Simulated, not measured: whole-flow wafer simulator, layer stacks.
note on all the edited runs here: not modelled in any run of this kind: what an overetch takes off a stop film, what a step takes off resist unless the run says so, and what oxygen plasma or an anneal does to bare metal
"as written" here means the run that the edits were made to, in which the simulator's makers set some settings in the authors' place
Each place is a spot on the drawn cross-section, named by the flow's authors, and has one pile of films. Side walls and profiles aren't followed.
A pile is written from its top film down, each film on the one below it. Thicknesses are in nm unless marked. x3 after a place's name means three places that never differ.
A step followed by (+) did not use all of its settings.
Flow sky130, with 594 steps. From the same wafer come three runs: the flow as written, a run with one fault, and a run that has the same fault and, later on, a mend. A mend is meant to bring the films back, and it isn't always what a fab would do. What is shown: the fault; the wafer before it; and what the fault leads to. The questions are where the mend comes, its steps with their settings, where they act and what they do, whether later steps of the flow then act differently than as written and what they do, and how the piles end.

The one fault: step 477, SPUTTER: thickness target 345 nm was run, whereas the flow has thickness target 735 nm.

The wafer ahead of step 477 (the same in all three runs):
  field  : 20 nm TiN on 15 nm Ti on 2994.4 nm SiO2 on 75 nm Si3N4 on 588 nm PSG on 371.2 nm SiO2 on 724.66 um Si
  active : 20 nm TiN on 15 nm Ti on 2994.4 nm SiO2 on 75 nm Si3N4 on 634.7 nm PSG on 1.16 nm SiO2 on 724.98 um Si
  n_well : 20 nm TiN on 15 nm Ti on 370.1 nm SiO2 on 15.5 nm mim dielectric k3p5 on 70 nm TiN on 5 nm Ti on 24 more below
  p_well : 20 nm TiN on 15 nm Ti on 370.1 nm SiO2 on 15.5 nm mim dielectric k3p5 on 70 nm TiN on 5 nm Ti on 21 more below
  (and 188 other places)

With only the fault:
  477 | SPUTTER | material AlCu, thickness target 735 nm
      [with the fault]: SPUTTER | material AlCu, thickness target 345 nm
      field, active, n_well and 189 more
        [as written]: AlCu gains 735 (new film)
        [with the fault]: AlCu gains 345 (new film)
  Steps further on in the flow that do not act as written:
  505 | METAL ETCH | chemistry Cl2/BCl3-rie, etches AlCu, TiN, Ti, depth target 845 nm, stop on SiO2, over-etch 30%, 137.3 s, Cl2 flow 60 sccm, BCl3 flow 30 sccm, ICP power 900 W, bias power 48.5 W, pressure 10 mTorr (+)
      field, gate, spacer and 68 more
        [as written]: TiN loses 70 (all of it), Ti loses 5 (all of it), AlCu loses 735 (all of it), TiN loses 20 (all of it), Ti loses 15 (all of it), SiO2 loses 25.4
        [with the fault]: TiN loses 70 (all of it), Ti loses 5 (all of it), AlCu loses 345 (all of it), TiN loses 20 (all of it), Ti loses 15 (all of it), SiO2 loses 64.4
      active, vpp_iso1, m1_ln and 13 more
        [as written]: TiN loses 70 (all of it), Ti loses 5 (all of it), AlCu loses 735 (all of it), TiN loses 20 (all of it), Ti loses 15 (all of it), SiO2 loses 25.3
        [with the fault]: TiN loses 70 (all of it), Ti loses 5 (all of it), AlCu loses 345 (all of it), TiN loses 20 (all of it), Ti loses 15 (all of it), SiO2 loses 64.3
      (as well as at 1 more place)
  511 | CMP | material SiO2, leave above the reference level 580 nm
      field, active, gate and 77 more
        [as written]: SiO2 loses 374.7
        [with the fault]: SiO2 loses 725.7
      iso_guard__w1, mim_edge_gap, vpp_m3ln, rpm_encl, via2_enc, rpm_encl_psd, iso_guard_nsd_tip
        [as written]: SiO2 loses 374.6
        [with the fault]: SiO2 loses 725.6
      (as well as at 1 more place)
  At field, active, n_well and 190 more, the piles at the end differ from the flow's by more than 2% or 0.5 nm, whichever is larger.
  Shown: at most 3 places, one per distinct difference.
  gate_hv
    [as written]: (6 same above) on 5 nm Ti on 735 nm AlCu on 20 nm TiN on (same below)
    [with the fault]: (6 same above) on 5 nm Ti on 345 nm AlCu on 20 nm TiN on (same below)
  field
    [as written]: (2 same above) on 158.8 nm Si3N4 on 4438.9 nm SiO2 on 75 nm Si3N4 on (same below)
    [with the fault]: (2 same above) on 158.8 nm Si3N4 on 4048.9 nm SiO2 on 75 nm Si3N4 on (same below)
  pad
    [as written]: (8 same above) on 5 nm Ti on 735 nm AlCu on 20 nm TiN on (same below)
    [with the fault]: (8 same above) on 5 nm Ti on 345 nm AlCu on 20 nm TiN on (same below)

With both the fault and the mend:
  The mend stands after step 477.
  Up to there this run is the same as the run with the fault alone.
  477a | SPUTTER | material AlCu, thickness target 390 nm (the flow's step 477 again, with other settings)
      field, active, n_well and 189 more
        AlCu gains 390
  None of the later steps of the flow acts differently than as written at any place that is followed.
  By the end, the piles equal the flow's at every place that both follow.
